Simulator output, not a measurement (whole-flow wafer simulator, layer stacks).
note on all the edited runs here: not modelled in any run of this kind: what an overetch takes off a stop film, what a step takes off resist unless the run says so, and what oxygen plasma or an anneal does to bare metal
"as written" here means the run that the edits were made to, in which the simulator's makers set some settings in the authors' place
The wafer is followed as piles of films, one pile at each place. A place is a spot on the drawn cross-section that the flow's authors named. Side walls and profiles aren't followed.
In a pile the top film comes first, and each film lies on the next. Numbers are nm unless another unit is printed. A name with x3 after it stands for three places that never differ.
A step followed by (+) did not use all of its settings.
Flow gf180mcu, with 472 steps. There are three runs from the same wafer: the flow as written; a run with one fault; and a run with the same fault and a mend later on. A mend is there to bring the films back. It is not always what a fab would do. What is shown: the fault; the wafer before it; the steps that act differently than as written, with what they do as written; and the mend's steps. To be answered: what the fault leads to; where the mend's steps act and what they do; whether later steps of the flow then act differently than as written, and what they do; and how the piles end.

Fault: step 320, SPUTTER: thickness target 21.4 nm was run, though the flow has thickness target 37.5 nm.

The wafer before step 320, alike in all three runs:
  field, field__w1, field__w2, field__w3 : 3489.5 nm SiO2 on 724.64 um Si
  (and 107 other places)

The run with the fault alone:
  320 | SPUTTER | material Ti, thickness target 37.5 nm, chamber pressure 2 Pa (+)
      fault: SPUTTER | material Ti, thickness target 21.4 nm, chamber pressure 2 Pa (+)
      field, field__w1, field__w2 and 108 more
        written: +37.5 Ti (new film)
        fault: +21.4 Ti (new film)
  Steps later in the flow that act otherwise than as written:
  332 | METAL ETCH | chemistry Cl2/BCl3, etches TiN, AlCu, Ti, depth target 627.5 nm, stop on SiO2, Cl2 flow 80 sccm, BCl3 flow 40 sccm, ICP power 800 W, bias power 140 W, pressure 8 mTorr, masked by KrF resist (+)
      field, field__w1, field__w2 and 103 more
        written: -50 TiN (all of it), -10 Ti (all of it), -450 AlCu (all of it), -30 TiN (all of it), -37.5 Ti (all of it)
        fault: -50 TiN (all of it), -10 Ti (all of it), -450 AlCu (all of it), -30 TiN (all of it), -21.4 Ti (all of it)
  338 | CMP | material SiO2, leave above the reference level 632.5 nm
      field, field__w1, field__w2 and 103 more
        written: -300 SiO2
        fault: -316.1 SiO2
  By the end, the piles at field__w8, contact, m1, m1__w1, m1_nw depart from the flow's by more than 2% or 0.5 nm, whichever is larger.
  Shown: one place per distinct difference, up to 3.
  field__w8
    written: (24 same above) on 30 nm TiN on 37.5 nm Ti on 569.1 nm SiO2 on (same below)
    fault: (24 same above) on 30 nm TiN on 21.4 nm Ti on 569.1 nm SiO2 on (same below)
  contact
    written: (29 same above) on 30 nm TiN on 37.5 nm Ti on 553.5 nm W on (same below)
    fault: (29 same above) on 30 nm TiN on 21.4 nm Ti on 553.5 nm W on (same below)

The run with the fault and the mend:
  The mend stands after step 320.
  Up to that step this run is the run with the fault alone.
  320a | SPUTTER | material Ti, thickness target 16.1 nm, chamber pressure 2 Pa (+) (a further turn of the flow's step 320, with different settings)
      field, field__w1, field__w2 and 108 more
        +16.1 Ti
  None of the later steps of the flow acts differently than as written at any place that is followed.
  At every place that both follow, the piles at the end match the flow's.
